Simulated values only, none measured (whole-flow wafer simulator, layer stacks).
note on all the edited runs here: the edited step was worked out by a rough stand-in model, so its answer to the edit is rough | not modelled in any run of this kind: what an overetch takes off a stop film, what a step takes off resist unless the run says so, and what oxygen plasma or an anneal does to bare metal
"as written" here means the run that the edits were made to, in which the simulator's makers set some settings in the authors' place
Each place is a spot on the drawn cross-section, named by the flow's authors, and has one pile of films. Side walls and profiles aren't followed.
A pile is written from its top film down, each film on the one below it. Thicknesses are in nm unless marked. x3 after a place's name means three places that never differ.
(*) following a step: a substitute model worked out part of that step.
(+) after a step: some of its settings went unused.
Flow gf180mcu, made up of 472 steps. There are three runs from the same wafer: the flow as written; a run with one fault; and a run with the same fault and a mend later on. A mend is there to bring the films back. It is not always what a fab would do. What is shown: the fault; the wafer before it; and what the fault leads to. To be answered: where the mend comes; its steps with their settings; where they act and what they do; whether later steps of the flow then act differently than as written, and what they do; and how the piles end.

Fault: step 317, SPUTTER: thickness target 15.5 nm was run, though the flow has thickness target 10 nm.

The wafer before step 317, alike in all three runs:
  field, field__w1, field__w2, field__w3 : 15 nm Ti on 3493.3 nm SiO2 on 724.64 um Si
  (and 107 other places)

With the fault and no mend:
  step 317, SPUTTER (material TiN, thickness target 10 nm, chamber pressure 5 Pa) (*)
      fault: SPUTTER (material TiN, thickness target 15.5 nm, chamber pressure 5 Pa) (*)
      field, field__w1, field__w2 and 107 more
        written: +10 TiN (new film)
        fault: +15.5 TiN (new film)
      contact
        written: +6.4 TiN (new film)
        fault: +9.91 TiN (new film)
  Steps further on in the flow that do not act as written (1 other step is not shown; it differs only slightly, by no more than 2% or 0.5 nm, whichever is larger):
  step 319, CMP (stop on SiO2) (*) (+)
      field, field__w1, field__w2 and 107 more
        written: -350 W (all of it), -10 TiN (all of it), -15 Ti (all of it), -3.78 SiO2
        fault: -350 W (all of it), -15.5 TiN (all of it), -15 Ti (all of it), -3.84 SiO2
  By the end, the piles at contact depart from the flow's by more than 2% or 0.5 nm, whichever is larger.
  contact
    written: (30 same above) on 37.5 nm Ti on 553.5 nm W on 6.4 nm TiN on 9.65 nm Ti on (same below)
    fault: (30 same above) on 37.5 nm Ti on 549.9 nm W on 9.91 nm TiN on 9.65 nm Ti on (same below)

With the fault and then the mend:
  The mend stands after step 317.
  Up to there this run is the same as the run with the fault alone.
  step 317a, METAL ETCH (chemistry Cl2/BCl3, etches TiN, AlCu, Ti, depth target 5.5 nm, Cl2 flow 80 sccm, BCl3 flow 40 sccm, ICP power 800 W, bias power 140 W, pressure 8 mTorr) (the flow's step 260 again, with other settings)
      field, field__w1, field__w2 and 108 more
        -5.5 TiN
  Every later step of the flow that is run acts as written, at every place that is followed, to within 2% or 0.5 nm, whichever is larger.
  By the end, the piles at contact depart from the flow's by more than 2% or 0.5 nm, whichever is larger.
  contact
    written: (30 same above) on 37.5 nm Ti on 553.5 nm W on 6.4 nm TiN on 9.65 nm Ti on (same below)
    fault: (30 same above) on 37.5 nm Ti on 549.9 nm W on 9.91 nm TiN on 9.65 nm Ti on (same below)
    mend: (30 same above) on 37.5 nm Ti on 555.5 nm W on 4.41 nm TiN on 9.65 nm Ti on (same below)
